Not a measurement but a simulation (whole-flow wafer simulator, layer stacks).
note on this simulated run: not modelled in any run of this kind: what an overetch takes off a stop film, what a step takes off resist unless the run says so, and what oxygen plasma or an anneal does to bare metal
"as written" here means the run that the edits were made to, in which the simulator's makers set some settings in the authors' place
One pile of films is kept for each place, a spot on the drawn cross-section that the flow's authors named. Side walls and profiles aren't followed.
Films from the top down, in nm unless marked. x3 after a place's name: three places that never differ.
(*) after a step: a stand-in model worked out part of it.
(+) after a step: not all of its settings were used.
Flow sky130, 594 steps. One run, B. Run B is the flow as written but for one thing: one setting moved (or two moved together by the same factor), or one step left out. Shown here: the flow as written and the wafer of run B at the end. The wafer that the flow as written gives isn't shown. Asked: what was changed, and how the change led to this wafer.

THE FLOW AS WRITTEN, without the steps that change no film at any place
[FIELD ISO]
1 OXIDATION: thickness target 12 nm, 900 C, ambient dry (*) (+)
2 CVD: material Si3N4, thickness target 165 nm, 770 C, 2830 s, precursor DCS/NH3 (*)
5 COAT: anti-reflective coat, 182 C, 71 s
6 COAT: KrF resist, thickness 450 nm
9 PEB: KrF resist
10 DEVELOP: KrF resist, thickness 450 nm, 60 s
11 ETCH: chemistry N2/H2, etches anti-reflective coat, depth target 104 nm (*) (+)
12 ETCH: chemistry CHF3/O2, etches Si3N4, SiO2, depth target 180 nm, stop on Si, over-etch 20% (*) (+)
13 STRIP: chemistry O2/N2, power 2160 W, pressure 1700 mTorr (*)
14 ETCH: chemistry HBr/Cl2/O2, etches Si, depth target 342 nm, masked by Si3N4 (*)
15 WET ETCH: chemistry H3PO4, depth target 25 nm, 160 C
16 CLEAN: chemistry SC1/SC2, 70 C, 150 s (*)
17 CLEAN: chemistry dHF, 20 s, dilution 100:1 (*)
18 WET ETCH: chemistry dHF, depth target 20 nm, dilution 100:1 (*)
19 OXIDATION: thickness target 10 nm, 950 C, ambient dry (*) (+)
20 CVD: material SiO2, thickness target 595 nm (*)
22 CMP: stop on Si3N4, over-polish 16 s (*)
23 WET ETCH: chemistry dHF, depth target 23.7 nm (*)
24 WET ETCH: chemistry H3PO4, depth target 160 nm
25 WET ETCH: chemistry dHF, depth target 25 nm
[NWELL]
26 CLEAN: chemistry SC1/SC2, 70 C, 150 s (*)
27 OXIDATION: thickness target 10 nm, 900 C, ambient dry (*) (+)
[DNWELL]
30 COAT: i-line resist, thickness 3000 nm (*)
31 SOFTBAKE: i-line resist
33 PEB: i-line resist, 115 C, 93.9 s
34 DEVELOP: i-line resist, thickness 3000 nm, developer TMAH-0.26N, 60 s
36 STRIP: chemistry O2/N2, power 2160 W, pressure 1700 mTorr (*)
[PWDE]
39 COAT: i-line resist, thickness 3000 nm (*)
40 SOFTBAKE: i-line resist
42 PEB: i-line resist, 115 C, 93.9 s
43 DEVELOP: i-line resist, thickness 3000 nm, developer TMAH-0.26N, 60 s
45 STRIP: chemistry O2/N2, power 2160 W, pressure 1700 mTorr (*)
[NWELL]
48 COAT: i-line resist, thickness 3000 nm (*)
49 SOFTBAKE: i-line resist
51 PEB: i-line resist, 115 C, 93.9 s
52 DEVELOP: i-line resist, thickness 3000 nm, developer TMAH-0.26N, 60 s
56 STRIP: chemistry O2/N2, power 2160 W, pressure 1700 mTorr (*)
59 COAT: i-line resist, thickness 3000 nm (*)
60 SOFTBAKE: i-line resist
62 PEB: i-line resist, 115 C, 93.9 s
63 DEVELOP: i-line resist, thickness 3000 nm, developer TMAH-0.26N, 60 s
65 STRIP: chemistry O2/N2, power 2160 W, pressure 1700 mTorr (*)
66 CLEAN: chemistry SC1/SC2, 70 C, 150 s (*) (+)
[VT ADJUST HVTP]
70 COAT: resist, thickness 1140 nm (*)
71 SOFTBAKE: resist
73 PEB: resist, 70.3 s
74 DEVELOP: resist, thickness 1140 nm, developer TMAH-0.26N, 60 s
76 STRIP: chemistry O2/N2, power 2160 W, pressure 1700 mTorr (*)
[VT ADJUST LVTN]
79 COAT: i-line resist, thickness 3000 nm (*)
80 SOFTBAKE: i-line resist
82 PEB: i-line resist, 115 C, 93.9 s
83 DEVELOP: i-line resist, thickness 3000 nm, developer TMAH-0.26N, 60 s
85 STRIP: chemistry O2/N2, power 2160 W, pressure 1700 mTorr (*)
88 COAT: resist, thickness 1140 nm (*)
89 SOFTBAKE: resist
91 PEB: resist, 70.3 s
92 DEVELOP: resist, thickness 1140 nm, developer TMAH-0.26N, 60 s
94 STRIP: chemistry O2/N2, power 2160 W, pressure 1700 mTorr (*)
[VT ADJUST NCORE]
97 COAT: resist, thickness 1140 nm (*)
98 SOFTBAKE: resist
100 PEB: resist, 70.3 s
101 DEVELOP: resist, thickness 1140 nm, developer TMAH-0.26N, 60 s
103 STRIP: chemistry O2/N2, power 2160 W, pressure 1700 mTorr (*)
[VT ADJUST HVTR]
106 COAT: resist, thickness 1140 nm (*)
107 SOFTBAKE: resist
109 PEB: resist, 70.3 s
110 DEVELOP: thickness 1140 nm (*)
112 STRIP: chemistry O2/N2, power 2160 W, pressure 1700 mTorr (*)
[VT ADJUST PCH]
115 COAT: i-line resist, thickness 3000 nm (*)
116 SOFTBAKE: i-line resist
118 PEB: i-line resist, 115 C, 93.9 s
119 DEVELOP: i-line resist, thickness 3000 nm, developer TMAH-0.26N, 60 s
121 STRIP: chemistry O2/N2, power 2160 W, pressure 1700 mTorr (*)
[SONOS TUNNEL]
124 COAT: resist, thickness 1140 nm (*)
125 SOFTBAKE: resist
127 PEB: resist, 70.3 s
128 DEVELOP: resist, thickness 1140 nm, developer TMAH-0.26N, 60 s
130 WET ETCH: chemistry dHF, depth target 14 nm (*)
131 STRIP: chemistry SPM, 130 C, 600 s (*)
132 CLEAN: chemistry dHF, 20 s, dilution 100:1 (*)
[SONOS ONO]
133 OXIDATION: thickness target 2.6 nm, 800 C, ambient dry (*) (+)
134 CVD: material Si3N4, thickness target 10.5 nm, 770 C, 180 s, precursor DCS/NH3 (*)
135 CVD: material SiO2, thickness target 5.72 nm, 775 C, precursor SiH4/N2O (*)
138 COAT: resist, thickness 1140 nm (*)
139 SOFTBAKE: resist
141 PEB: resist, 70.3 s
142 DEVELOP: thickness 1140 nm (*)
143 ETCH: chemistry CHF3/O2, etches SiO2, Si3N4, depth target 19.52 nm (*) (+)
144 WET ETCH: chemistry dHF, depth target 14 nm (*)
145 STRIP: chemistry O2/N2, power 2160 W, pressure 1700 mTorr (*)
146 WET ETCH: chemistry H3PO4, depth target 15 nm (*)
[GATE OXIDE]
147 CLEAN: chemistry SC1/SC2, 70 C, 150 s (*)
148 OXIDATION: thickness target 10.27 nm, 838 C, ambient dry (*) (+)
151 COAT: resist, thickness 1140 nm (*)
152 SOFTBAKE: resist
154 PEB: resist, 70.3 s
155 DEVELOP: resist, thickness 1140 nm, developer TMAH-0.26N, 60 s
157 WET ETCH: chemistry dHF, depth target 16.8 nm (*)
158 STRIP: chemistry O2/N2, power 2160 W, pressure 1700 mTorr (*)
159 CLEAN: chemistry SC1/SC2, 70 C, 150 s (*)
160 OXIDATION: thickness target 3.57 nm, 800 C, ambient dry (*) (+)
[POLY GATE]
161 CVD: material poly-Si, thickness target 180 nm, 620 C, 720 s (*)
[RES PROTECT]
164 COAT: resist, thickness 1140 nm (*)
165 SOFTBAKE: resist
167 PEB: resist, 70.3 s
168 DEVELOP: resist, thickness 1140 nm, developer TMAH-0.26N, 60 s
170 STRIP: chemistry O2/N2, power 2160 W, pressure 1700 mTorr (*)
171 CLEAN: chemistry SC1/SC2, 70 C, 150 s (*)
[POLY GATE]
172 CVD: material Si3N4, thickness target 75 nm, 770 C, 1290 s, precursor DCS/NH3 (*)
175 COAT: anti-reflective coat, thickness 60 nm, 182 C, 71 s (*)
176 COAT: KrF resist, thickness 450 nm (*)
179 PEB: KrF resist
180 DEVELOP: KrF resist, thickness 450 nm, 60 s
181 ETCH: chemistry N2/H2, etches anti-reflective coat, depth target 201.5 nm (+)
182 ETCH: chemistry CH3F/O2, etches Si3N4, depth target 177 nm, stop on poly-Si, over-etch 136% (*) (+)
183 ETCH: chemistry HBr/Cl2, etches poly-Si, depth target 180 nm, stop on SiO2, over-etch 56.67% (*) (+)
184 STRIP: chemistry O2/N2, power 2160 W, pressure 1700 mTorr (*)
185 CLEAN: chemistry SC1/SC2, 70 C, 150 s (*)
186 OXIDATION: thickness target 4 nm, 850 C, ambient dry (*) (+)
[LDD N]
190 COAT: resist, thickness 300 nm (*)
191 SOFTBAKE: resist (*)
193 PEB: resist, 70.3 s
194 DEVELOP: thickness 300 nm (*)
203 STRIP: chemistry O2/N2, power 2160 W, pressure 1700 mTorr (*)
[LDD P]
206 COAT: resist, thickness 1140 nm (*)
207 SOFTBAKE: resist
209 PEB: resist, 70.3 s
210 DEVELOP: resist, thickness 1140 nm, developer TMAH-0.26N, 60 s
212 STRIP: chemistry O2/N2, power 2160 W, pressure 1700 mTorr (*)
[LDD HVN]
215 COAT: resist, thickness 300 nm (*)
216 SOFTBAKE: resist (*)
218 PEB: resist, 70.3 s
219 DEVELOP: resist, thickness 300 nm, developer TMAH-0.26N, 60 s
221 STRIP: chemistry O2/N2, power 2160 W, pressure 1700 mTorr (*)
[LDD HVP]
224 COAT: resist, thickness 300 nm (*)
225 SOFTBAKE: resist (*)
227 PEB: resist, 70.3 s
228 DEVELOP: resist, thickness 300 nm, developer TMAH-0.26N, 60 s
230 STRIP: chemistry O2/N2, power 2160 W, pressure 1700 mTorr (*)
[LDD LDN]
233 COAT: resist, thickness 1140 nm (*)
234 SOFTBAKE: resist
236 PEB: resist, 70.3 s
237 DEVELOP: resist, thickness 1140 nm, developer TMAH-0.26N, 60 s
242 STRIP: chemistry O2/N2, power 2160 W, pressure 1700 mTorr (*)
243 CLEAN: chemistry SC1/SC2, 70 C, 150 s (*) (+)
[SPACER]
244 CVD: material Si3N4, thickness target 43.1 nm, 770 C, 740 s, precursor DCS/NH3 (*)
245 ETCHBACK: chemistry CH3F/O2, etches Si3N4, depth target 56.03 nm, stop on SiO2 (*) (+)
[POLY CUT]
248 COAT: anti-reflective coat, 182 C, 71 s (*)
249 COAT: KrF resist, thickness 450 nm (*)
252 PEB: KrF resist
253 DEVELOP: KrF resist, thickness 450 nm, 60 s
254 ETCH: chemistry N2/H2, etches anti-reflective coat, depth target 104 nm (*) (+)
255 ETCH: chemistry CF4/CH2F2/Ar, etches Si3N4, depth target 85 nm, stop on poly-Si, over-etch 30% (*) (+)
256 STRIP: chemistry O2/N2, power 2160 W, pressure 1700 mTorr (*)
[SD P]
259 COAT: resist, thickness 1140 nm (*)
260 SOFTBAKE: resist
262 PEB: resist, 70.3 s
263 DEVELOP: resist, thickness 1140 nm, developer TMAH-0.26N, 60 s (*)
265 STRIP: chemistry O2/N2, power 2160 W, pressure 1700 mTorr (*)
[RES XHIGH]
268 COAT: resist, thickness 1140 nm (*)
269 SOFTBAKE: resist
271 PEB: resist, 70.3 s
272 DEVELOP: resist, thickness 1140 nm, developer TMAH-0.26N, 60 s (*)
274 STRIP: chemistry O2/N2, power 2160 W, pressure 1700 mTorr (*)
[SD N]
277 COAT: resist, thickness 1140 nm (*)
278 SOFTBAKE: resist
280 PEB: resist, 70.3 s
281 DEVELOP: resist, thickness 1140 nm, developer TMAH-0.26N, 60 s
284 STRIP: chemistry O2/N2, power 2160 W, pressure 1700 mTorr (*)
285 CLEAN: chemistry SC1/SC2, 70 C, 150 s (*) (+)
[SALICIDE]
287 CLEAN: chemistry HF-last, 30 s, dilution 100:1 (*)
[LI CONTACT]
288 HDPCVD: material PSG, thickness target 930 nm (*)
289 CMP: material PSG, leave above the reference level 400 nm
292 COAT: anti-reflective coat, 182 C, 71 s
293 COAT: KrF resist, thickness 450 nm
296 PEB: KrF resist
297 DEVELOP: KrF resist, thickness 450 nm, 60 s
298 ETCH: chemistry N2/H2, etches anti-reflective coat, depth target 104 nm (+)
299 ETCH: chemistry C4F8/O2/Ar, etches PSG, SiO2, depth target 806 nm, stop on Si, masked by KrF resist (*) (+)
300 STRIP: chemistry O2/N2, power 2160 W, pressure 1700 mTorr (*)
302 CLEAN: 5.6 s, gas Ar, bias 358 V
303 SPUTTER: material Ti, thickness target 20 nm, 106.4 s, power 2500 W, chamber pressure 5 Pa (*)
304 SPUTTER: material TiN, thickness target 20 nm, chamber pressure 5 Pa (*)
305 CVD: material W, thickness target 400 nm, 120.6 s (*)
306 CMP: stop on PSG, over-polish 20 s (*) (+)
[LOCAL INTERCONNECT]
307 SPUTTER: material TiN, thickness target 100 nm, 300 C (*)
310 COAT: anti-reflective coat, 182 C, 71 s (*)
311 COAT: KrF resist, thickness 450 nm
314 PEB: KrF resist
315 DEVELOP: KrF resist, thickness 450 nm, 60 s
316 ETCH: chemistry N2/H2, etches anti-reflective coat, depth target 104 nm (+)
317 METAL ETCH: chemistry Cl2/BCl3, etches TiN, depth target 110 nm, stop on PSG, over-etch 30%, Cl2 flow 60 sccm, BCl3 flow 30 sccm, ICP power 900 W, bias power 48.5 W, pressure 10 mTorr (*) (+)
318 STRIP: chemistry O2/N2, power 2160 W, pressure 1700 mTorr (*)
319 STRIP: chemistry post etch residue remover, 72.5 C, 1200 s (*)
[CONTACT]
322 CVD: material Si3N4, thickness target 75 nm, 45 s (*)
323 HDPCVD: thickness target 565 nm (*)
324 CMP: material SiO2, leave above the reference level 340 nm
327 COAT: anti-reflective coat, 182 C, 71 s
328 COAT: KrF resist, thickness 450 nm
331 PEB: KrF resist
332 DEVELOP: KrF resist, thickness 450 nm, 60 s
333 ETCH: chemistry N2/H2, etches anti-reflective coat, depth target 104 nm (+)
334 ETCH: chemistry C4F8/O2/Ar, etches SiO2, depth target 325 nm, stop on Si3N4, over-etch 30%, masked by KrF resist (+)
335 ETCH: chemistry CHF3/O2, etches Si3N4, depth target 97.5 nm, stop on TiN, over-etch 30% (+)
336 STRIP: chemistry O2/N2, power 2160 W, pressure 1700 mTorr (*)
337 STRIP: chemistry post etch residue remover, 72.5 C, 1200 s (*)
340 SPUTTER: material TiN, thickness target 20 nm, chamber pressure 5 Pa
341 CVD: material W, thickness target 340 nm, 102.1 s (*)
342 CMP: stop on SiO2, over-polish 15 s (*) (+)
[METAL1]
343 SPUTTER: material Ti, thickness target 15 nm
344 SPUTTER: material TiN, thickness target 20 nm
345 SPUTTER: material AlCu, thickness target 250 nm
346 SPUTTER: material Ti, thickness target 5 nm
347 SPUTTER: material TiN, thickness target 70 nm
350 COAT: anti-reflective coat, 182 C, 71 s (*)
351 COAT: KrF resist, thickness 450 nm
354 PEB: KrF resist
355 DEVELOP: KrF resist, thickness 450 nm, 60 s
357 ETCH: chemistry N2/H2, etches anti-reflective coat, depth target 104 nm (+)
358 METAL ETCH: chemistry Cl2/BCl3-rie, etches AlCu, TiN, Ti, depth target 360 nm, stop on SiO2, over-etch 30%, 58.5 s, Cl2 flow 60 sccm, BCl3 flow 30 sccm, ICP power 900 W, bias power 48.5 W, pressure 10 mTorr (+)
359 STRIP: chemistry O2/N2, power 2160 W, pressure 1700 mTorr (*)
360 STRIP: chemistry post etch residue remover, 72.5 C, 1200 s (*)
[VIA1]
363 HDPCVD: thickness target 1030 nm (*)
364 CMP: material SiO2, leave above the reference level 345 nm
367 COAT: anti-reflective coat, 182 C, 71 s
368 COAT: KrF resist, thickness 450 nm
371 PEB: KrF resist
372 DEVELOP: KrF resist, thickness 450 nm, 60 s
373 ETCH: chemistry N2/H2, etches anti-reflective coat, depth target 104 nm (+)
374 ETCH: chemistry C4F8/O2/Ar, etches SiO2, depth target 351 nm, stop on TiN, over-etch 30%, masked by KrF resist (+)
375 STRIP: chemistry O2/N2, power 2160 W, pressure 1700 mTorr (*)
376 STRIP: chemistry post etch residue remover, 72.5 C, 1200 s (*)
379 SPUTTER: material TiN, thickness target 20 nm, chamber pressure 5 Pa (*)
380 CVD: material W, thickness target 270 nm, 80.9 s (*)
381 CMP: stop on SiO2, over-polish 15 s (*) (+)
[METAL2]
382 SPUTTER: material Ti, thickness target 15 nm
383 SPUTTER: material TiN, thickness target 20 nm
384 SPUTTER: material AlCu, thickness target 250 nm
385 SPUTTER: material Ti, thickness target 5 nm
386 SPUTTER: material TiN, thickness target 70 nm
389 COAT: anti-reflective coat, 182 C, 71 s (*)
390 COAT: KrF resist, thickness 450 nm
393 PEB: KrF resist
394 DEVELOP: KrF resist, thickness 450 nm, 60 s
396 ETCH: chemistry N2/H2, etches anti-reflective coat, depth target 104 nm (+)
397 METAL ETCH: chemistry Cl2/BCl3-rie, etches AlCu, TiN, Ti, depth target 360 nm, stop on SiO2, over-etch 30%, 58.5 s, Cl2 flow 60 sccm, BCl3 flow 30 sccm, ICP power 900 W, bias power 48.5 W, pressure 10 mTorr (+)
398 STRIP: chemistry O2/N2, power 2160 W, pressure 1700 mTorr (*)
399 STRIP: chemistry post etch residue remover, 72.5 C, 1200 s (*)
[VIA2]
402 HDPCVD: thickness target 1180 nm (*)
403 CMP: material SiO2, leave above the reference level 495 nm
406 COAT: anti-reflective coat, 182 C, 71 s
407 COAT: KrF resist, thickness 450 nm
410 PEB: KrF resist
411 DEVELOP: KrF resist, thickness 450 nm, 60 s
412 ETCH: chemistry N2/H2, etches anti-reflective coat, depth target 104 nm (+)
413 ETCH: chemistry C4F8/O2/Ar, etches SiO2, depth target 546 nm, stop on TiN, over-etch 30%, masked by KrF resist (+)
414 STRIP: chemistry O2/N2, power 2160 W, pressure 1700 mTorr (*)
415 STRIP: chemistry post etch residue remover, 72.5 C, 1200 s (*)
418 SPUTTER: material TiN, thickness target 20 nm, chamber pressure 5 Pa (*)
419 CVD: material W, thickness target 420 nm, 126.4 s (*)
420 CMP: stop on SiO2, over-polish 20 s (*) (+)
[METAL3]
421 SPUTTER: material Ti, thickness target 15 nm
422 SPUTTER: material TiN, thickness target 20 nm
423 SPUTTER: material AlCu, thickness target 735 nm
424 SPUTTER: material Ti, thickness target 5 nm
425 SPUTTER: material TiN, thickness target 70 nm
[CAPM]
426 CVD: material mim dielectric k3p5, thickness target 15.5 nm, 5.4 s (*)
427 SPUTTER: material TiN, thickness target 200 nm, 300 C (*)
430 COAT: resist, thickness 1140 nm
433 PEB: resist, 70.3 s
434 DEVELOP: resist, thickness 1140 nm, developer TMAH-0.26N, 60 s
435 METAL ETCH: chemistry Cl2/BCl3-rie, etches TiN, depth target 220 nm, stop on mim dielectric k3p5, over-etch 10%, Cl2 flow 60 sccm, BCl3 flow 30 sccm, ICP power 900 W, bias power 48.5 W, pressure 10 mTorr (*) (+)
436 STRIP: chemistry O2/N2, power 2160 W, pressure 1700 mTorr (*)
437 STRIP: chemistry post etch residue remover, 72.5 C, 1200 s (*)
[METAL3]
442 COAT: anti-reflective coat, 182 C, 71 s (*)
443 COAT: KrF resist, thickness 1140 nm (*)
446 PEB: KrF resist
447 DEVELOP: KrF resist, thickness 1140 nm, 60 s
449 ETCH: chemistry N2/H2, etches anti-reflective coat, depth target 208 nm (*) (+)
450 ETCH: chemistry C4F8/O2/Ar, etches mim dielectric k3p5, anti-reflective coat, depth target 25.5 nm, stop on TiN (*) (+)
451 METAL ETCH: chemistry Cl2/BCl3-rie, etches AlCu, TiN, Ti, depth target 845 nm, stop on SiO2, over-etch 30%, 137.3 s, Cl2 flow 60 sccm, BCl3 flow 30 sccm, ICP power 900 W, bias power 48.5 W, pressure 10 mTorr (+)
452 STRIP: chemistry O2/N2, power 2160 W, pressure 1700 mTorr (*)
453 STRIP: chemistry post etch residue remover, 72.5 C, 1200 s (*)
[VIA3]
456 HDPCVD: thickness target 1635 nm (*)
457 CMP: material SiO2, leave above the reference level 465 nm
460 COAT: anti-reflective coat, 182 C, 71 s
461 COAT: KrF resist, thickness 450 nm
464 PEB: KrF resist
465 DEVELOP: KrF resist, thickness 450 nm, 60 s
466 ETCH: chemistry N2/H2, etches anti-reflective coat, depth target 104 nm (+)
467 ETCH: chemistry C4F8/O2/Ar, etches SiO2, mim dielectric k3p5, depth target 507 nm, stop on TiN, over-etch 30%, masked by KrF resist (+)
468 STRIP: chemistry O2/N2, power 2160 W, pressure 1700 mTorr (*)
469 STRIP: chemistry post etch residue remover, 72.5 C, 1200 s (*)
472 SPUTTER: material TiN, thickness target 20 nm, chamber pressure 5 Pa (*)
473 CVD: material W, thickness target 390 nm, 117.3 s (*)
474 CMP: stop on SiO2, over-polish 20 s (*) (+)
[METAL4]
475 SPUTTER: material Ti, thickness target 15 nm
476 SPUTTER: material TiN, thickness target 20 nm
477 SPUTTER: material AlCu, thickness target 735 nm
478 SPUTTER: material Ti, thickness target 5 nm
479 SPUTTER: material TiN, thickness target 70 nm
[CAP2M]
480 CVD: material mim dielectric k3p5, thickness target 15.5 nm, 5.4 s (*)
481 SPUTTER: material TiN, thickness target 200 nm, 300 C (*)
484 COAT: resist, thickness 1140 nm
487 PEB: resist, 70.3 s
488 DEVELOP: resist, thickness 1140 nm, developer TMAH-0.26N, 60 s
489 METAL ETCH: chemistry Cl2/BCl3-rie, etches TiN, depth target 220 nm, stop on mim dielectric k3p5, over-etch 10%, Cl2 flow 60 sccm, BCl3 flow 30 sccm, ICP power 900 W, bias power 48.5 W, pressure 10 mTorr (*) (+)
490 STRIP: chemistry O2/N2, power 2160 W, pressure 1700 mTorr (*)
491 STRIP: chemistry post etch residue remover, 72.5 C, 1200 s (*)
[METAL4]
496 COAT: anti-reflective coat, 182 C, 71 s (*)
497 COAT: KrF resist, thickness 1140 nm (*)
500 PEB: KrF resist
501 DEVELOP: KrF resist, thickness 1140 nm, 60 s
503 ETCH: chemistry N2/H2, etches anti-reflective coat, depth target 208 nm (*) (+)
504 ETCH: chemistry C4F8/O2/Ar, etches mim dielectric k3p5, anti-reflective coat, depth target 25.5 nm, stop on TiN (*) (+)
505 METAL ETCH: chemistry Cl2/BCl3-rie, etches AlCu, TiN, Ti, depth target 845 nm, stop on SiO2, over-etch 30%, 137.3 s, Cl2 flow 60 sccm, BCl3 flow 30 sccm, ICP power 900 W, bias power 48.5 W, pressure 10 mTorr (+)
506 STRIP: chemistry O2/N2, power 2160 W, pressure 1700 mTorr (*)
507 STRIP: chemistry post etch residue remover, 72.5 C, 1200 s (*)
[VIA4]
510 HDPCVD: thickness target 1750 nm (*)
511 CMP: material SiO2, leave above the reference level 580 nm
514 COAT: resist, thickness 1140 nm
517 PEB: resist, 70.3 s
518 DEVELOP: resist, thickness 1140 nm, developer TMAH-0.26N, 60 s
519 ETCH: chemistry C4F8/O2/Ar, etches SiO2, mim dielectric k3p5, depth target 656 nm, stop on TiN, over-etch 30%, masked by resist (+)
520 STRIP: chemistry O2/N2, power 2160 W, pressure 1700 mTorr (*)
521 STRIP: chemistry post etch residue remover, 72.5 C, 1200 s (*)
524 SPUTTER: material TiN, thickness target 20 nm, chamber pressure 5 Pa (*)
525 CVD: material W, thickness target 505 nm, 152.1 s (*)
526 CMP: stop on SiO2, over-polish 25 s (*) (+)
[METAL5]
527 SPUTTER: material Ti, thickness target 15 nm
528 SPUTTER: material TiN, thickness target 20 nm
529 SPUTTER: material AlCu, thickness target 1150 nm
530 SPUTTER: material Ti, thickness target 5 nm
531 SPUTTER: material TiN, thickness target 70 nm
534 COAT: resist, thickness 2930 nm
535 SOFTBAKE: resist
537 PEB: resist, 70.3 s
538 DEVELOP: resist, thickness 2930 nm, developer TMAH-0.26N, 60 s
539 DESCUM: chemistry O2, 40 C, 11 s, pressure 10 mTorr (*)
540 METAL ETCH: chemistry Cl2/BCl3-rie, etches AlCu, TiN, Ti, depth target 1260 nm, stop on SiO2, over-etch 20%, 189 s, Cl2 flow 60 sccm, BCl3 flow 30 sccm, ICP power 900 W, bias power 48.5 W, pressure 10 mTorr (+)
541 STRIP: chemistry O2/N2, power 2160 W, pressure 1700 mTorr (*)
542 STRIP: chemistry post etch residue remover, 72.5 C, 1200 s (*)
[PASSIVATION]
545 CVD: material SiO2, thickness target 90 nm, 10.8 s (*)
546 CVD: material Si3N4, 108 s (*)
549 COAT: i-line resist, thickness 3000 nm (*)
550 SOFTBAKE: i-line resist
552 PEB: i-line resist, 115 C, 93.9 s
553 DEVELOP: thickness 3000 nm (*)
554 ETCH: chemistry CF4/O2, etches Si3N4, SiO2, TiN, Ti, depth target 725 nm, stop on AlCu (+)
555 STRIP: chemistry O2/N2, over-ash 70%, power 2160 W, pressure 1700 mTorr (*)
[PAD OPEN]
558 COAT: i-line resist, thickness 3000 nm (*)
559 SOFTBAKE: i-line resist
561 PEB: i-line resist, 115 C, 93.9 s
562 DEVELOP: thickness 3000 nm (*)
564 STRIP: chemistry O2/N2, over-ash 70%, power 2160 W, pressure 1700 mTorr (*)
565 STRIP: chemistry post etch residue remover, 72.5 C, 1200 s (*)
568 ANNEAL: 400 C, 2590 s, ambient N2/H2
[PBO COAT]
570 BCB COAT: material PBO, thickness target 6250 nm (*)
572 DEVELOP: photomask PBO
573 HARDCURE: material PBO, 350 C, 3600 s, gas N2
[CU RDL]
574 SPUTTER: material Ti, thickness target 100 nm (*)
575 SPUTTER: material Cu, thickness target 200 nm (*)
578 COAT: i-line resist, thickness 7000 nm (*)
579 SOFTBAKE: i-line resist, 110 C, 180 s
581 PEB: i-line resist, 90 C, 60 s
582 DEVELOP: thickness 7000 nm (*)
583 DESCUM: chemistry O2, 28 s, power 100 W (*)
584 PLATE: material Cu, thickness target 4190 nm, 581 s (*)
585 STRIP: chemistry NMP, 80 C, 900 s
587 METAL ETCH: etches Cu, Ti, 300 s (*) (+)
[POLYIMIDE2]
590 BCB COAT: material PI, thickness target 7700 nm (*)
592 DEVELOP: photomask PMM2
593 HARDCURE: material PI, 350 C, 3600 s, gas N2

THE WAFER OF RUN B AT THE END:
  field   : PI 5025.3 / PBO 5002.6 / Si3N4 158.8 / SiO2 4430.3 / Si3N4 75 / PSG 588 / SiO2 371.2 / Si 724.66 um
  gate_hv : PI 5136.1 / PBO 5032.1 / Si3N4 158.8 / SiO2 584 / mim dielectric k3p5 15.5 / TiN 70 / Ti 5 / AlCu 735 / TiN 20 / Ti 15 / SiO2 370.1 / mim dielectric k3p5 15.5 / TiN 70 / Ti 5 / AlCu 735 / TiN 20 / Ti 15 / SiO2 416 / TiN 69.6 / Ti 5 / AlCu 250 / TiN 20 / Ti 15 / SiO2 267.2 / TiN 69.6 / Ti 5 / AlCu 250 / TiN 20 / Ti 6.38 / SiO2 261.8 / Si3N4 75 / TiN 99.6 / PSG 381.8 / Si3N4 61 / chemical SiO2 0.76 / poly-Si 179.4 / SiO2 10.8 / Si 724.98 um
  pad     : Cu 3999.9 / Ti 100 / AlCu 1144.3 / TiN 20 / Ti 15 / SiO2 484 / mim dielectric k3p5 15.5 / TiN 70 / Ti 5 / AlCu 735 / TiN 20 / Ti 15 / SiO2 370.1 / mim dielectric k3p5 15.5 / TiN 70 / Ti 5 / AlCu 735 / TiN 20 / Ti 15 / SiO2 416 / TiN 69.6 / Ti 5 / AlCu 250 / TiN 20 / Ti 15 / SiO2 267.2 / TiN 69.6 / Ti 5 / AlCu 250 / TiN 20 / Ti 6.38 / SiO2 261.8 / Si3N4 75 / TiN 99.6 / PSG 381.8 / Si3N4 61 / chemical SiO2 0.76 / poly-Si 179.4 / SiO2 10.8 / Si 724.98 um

The cause: step 343, SPUTTER: thickness target 6.38 nm was run, where the flow has thickness target 15 nm.
It can be read off the wafer: gate_hv has Ti 6.38, and step 343 as written asks for 15 nm.

How the change led to this, step by step:
  343 SPUTTER: material Ti, thickness target 15 nm
      field, active, n_well and 188 more: Ti +6.38 (new film) (as written it would be: Ti +15 (new film))
  358 METAL ETCH: chemistry Cl2/BCl3-rie, etches AlCu, TiN, Ti, depth target 360 nm, stop on SiO2, over-etch 30%, 58.5 s, Cl2 flow 60 sccm, BCl3 flow 30 sccm, ICP power 900 W, bias power 48.5 W, pressure 10 mTorr (+)
      field, active, gate and 81 more: TiN -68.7 (all of it), Ti -5 (all of it), AlCu -250 (all of it), TiN -20 (all of it), Ti -6.38 (all of it), SiO2 -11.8 (as written it would be: TiN -68.7 (all of it), Ti -5 (all of it), AlCu -250 (all of it), TiN -20 (all of it), Ti -15 (all of it), SiO2 -10.9)
